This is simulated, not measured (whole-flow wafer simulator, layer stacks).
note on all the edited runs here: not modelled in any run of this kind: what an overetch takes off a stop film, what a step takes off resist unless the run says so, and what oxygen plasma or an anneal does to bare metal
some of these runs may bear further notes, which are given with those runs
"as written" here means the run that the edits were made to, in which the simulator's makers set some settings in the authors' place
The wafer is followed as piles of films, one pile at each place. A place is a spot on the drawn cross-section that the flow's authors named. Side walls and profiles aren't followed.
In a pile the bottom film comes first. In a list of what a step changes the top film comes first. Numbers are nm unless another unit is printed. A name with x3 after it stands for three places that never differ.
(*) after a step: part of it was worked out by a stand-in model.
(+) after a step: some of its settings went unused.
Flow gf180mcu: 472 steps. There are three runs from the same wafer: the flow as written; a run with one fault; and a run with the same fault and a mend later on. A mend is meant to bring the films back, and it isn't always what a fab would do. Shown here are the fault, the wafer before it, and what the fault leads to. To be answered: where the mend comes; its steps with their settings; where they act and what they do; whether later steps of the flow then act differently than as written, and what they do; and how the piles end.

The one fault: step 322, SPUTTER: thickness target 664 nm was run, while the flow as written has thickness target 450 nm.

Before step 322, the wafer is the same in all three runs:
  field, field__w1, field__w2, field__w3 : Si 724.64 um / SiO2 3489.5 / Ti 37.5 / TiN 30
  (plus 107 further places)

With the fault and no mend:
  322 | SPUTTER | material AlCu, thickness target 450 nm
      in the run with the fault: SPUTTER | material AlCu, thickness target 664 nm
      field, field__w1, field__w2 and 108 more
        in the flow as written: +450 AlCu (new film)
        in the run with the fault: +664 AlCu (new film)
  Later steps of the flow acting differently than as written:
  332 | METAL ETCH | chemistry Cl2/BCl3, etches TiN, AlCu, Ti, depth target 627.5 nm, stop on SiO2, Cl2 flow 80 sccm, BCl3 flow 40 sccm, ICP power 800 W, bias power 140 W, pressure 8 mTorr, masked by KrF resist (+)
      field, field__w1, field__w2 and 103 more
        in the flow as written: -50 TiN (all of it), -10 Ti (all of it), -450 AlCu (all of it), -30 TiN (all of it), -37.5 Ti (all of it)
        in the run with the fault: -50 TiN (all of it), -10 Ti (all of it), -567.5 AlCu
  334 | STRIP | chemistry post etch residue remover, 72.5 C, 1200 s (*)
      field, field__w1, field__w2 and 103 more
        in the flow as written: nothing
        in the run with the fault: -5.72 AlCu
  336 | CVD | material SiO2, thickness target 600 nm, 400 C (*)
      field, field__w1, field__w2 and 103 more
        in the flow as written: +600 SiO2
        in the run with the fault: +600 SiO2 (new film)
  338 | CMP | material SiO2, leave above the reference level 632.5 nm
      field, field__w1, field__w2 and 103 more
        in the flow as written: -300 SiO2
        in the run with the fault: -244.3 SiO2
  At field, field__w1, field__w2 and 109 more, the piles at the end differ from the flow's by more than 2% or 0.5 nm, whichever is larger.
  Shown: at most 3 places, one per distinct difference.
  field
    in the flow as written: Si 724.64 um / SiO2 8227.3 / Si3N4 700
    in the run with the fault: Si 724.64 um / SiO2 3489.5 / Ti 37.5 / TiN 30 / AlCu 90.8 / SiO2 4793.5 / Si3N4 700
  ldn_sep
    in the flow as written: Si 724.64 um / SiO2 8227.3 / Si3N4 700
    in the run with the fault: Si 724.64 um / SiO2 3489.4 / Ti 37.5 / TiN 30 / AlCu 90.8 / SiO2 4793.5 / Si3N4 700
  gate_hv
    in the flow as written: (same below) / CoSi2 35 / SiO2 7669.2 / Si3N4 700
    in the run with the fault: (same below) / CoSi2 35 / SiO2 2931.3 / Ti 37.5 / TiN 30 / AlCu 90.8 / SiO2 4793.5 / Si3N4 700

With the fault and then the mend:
  The mend follows step 322.
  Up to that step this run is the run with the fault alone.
  322a | METAL ETCH | chemistry Cl2/BCl3, etches TiN, AlCu, Ti, depth target 214 nm, Cl2 flow 80 sccm, BCl3 flow 40 sccm, ICP power 800 W, bias power 140 W, pressure 8 mTorr (a further turn of the flow's step 260, with different settings)
      field, field__w1, field__w2 and 108 more
        -214 AlCu
  Every later step of the flow that is run acts as written at every place that is followed.
  By the end, the piles equal the flow's at every place that both follow.
